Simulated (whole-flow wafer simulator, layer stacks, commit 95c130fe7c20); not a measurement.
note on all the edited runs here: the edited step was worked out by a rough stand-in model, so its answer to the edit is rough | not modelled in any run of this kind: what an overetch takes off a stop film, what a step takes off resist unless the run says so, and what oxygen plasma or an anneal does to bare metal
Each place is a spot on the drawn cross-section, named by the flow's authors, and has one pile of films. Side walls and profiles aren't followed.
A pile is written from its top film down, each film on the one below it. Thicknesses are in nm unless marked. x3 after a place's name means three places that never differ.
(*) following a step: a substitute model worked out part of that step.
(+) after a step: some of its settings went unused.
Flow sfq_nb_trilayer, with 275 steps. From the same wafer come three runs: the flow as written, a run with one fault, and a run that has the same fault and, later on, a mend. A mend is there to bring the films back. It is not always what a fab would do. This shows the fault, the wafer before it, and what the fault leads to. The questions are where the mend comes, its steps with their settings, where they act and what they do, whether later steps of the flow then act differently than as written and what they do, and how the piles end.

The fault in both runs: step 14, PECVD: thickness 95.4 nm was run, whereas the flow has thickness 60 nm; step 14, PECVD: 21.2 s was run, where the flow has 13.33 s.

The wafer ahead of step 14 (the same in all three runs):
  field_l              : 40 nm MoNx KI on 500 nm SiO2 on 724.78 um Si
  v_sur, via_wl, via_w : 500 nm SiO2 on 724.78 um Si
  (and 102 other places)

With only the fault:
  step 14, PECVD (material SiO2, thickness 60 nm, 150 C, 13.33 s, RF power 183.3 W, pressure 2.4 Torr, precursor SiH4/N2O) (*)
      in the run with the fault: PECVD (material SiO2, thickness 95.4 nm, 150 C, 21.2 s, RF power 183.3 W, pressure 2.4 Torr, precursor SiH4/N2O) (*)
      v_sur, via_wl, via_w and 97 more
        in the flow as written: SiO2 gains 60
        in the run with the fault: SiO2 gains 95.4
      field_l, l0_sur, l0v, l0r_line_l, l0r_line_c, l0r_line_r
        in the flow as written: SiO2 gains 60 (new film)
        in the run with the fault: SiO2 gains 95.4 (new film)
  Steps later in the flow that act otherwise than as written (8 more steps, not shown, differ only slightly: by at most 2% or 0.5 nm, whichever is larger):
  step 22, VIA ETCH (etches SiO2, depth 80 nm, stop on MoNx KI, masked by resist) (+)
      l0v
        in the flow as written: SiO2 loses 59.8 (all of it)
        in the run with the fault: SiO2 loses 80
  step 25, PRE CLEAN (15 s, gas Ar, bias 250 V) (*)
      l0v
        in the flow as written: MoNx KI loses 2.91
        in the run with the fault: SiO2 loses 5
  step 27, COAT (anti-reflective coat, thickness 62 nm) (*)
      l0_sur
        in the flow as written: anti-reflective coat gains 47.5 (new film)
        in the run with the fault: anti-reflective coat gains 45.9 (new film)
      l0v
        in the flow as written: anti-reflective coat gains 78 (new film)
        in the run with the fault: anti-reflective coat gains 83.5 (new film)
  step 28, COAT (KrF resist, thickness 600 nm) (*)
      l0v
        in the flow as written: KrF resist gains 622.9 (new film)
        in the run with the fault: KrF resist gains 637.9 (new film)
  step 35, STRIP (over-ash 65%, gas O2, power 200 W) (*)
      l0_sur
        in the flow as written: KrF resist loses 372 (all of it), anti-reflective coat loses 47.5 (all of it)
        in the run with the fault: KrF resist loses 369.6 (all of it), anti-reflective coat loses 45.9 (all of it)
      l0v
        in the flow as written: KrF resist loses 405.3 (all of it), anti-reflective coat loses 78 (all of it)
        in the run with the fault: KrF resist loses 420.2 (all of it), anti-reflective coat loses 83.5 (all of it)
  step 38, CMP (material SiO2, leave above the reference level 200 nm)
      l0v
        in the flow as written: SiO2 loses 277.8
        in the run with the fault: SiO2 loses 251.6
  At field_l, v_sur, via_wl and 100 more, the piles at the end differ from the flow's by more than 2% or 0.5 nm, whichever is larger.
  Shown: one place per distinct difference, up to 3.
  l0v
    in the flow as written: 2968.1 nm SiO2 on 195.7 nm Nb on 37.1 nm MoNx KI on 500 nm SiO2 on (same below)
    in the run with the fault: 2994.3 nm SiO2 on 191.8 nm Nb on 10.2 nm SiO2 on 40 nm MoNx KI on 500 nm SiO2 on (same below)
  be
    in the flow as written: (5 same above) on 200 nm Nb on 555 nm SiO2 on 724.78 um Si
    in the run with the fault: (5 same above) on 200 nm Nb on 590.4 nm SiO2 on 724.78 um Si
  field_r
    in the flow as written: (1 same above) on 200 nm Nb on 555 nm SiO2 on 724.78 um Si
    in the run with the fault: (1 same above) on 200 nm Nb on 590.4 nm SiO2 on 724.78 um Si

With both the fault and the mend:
  The mend follows step 20.
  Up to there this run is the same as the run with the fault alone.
  step 20a, STRIP (over-ash 65%, gas O2, power 200 W) (*)
      p4_fl x3, p4_w1 x9, p4_g1 x2 and 59 more
        KrF resist loses 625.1 (all of it), anti-reflective coat loses 62 (all of it)
      ce_l, c5j, ce_r, sp_r, be_r, r_sur
        KrF resist loses 632 (all of it), anti-reflective coat loses 63.7 (all of it)
      gap, jj_sur, res
        KrF resist loses 632.1 (all of it), anti-reflective coat loses 63.7 (all of it)
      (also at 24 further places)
  step 20b, VIA ETCH (etches SiO2, depth 35.4 nm)
      field_l, v_sur, via_wl and 103 more
        SiO2 loses 35.4
  step 20c, COAT (anti-reflective coat, thickness 62 nm) (*) (the flow's step 15, run once more)
      p4_fl x3, p4_w1 x9, p4_g1 x2 and 59 more
        anti-reflective coat gains 62 (new film)
      be_sur, gap, jj_sur and 8 more
        anti-reflective coat gains 63.7 (new film)
      wire, be, moat, field_r
        anti-reflective coat gains 63.8 (new film)
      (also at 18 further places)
  step 20d, COAT (KrF resist, thickness 650 nm) (*) (the flow's step 16, run once more)
      p4_fl x3, p4_w1 x9, p4_g1 x2 and 59 more
        KrF resist gains 650 (new film)
      ce_l, c5j, ce_r, sp_r, be_r
        KrF resist gains 656.9 (new film)
      gap, jj_sur, r_sur, res
        KrF resist gains 657 (new film)
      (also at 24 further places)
  step 20e, SOFTBAKE (KrF resist) (the flow's step 17, run once more)
      alters no film at any place that is followed
  step 20f, EXPOSE (photomask L0V, dose 12.41 mJ/cm2, NA 0.6, wavelength 248 nm) (*) (the flow's step 18, run once more)
      alters no film at any place that is followed
  step 20g, PEB (KrF resist, 90 s) (the flow's step 19, run once more)
      p4_fl x3, p4_w1 x9, p4_g1 x2 and 59 more
        KrF resist loses 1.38
      via_v, wire, be and 15 more
        KrF resist loses 1.39
      v_sur, via_w, via_wr, via_sp, lsp_m, ln_m6, lsp_r
        KrF resist loses 1.4
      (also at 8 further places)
  step 20h, DEVELOP (KrF resist, thickness 650 nm, 60 s) (the flow's step 20, run once more)
      field_l, v_sur, via_wl and 102 more
        KrF resist loses 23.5
      l0v
        KrF resist loses 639 (all of it)
  Later steps of the flow that are run all act as written at every place that is followed, up to a difference of at most 2% or 0.5 nm, whichever is larger.
  The piles end the same as the flow's at every place that both follow.
